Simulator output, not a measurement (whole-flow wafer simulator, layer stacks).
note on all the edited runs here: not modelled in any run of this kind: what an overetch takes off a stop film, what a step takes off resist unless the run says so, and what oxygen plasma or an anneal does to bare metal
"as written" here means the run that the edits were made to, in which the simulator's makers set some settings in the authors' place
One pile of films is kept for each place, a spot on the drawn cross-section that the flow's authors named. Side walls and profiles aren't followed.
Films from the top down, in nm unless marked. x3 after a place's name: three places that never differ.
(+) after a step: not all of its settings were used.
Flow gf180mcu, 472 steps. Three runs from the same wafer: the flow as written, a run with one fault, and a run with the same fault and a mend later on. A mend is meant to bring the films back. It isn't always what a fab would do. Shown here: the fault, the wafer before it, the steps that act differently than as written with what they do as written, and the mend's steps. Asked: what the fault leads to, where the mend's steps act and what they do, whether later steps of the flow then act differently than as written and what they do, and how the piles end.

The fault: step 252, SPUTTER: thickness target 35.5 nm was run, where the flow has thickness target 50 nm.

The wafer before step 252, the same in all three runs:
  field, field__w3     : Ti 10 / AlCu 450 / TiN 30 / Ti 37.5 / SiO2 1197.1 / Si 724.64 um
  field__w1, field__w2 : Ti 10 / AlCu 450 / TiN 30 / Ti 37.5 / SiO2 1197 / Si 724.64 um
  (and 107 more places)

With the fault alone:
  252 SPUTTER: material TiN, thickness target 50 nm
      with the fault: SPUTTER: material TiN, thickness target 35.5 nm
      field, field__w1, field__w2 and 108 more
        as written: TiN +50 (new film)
        with the fault: TiN +35.5 (new film)
  Later steps of the flow that act differently than as written (4 more steps differ only slightly, by at most 2% or 0.5 nm, whichever is larger, and aren't shown):
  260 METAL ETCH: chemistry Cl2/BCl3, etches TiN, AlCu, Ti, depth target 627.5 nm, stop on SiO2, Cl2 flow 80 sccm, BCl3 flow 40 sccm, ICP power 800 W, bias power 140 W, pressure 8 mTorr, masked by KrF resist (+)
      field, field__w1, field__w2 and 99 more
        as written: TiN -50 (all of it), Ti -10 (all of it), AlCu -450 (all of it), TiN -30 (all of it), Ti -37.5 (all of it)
        with the fault: TiN -35.5 (all of it), Ti -10 (all of it), AlCu -450 (all of it), TiN -30 (all of it), Ti -37.5 (all of it)
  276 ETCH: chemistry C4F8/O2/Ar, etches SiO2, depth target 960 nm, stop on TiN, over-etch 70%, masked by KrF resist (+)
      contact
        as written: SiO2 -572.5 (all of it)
        with the fault: SiO2 -587 (all of it)
  At the end the piles differ from the flow's by more than 2% or 0.5 nm, whichever is larger, at field__w8, contact, m1 and 6 more.
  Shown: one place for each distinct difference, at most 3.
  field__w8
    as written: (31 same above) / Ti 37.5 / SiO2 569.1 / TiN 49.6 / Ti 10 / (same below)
    with the fault: (31 same above) / Ti 37.5 / SiO2 583.6 / TiN 35.1 / Ti 10 / (same below)
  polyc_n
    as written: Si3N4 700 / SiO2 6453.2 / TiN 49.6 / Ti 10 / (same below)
    with the fault: Si3N4 700 / SiO2 6467.7 / TiN 35.1 / Ti 10 / (same below)
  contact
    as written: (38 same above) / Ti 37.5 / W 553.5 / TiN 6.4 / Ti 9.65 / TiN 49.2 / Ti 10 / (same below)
    with the fault: (38 same above) / Ti 37.5 / W 568.1 / TiN 6.35 / Ti 9.57 / TiN 34.7 / Ti 10 / (same below)

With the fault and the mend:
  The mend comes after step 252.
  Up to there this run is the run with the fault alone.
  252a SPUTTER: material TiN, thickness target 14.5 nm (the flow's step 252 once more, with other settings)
      field, field__w1, field__w2 and 108 more
        TiN +14.5
  No later step of the flow acts differently than as written at any place that is followed.
  At the end the piles are the same as the flow's at every place that both follow.
